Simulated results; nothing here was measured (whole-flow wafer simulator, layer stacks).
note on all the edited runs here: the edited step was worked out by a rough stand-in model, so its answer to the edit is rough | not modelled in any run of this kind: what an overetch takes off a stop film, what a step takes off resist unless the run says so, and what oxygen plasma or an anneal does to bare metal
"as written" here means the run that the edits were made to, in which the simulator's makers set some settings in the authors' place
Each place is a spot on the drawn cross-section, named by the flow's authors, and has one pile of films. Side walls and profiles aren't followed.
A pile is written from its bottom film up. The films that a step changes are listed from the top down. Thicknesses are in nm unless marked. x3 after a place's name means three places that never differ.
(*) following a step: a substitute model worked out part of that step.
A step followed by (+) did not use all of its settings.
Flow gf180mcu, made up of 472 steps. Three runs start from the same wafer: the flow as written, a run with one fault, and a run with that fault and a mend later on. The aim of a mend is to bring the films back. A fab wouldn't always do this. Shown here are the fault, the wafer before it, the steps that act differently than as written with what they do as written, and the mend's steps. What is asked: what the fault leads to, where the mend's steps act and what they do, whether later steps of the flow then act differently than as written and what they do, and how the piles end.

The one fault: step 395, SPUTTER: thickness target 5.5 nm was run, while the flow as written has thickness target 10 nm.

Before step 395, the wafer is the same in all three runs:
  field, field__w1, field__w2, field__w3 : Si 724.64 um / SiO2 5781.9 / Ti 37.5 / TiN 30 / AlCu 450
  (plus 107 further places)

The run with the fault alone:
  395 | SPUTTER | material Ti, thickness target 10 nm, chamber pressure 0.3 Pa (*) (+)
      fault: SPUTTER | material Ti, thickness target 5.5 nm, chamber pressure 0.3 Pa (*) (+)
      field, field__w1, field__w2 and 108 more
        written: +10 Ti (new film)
        fault: +5.5 Ti (new film)
  Steps later in the flow that act otherwise than as written (2 more steps, not shown, differ only slightly: by at most 2% or 0.5 nm, whichever is larger):
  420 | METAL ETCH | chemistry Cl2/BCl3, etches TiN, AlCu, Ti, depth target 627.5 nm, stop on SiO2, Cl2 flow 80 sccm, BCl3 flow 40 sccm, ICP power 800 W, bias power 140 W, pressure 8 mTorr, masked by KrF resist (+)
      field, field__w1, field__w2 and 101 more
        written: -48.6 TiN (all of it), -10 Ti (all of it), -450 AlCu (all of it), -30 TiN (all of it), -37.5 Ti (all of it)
        fault: -48.6 TiN (all of it), -5.5 Ti (all of it), -450 AlCu (all of it), -30 TiN (all of it), -37.5 Ti (all of it)
  At field__w4, field__w8, contact, m1, m1__w1, mim, mim_1p0, m1_nw, the piles at the end differ from the flow's by more than 2% or 0.5 nm, whichever is larger.
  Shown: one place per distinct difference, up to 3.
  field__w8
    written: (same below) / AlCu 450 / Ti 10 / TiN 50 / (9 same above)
    fault: (same below) / AlCu 450 / Ti 5.5 / TiN 50 / (9 same above)
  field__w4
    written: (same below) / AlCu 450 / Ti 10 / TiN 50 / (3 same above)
    fault: (same below) / AlCu 450 / Ti 5.5 / TiN 50 / (3 same above)
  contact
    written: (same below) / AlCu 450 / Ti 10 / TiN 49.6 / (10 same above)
    fault: (same below) / AlCu 450 / Ti 5.5 / TiN 49.6 / (10 same above)

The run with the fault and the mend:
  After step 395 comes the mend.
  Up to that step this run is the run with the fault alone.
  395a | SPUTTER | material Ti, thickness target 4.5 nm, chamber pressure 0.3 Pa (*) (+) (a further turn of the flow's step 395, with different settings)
      field, field__w1, field__w2 and 108 more
        +4.5 Ti
  Later steps of the flow that are run all act as written at every place that is followed.
  The piles end the same as the flow's at every place that both follow.
